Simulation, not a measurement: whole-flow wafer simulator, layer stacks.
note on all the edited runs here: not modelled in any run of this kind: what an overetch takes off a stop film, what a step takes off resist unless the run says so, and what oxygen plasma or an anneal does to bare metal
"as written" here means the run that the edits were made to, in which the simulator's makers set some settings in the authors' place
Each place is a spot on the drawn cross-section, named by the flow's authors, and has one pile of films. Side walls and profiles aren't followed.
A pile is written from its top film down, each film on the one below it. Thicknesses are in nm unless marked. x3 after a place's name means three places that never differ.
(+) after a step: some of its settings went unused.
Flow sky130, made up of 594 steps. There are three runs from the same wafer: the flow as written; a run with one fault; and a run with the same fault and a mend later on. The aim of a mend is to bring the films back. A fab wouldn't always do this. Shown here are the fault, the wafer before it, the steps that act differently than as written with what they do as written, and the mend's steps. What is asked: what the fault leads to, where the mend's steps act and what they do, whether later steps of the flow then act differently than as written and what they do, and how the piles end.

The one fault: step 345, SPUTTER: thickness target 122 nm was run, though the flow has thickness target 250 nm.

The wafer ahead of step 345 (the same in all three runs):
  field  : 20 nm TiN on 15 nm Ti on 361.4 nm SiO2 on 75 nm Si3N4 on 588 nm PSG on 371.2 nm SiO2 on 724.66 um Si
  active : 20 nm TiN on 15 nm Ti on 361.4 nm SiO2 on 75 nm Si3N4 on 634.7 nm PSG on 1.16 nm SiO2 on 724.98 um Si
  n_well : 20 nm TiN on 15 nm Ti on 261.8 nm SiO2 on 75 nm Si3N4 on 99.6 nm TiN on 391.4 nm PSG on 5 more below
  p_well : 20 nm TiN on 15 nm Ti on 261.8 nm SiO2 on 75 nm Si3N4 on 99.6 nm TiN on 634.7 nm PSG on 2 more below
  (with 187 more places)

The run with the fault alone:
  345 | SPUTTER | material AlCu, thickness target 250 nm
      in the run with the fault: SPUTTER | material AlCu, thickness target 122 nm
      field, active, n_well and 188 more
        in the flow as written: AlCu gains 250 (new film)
        in the run with the fault: AlCu gains 122 (new film)
  Steps further on in the flow that do not act as written (3 other steps are not shown; they differ only slightly, by no more than 2% or 0.5 nm, whichever is larger):
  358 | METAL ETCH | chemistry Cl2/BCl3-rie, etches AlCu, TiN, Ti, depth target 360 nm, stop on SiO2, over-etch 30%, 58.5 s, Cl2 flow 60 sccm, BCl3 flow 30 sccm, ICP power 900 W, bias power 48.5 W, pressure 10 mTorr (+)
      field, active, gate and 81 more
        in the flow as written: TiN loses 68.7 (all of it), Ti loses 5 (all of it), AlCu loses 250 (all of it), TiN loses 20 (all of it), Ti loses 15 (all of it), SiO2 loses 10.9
        in the run with the fault: TiN loses 68.7 (all of it), Ti loses 5 (all of it), AlCu loses 122 (all of it), TiN loses 20 (all of it), Ti loses 15 (all of it), SiO2 loses 23.7
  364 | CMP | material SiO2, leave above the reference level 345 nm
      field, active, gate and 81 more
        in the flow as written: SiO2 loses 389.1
        in the run with the fault: SiO2 loses 504.3
  By the end, the piles at field, active, n_well and 190 more depart from the flow's by more than 2% or 0.5 nm, whichever is larger.
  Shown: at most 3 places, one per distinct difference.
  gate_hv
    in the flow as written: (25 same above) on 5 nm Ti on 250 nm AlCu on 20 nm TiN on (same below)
    in the run with the fault: (25 same above) on 5 nm Ti on 122 nm AlCu on 20 nm TiN on (same below)
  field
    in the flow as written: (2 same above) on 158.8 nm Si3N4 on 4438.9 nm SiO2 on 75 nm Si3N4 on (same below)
    in the run with the fault: (2 same above) on 158.8 nm Si3N4 on 4310.9 nm SiO2 on 75 nm Si3N4 on (same below)
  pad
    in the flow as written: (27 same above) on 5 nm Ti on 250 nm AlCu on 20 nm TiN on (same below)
    in the run with the fault: (27 same above) on 5 nm Ti on 122 nm AlCu on 20 nm TiN on (same below)

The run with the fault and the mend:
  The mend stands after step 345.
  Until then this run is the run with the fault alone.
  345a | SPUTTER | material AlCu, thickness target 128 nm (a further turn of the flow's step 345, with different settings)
      field, active, n_well and 188 more
        AlCu gains 128
  None of the later steps of the flow acts differently than as written at any place that is followed.
  At every place that both follow, the piles at the end match the flow's.
